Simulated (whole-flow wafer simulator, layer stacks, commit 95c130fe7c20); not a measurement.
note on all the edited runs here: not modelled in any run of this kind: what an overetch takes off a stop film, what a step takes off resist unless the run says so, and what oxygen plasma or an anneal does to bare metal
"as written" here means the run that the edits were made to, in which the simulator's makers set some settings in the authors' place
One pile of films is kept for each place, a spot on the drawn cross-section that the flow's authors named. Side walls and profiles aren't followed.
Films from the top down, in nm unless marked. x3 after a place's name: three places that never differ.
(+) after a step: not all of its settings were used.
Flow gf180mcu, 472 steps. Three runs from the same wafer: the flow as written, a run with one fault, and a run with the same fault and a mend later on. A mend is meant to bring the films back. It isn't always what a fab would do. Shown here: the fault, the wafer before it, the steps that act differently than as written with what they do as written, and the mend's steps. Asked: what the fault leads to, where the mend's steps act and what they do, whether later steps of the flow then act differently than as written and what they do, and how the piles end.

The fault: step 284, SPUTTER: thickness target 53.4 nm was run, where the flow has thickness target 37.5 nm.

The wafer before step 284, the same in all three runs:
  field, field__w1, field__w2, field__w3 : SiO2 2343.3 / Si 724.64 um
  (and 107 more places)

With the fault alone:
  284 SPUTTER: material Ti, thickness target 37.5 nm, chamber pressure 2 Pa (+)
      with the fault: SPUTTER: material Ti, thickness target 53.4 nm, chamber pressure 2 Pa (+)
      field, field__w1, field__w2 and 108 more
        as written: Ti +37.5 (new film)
        with the fault: Ti +53.4 (new film)
  Later steps of the flow that act differently than as written:
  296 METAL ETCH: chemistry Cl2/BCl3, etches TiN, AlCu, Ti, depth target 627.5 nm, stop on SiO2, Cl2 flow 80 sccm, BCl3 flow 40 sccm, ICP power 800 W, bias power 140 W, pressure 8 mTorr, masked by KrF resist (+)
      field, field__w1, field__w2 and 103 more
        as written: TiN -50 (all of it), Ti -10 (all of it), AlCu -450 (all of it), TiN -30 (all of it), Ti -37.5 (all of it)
        with the fault: TiN -50 (all of it), Ti -10 (all of it), AlCu -450 (all of it), TiN -30 (all of it), Ti -53.4 (all of it)
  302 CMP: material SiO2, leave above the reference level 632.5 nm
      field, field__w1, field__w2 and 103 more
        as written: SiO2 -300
        with the fault: SiO2 -284.1
  At the end the piles differ from the flow's by more than 2% or 0.5 nm, whichever is larger, at field__w8, contact, m1, m1__w1, m1_nw.
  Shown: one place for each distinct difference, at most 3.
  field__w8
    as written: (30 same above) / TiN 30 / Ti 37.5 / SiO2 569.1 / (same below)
    with the fault: (30 same above) / TiN 30 / Ti 53.4 / SiO2 569.1 / (same below)
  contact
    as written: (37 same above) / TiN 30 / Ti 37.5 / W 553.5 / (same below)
    with the fault: (37 same above) / TiN 30 / Ti 53.4 / W 553.5 / (same below)

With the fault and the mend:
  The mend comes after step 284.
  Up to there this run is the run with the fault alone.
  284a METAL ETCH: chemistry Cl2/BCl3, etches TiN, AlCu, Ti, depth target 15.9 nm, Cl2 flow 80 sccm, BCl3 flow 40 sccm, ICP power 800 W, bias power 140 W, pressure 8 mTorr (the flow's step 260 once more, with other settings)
      field, field__w1, field__w2 and 108 more
        Ti -15.9
  No later step of the flow acts differently than as written at any place that is followed.
  At the end the piles are the same as the flow's at every place that both follow.
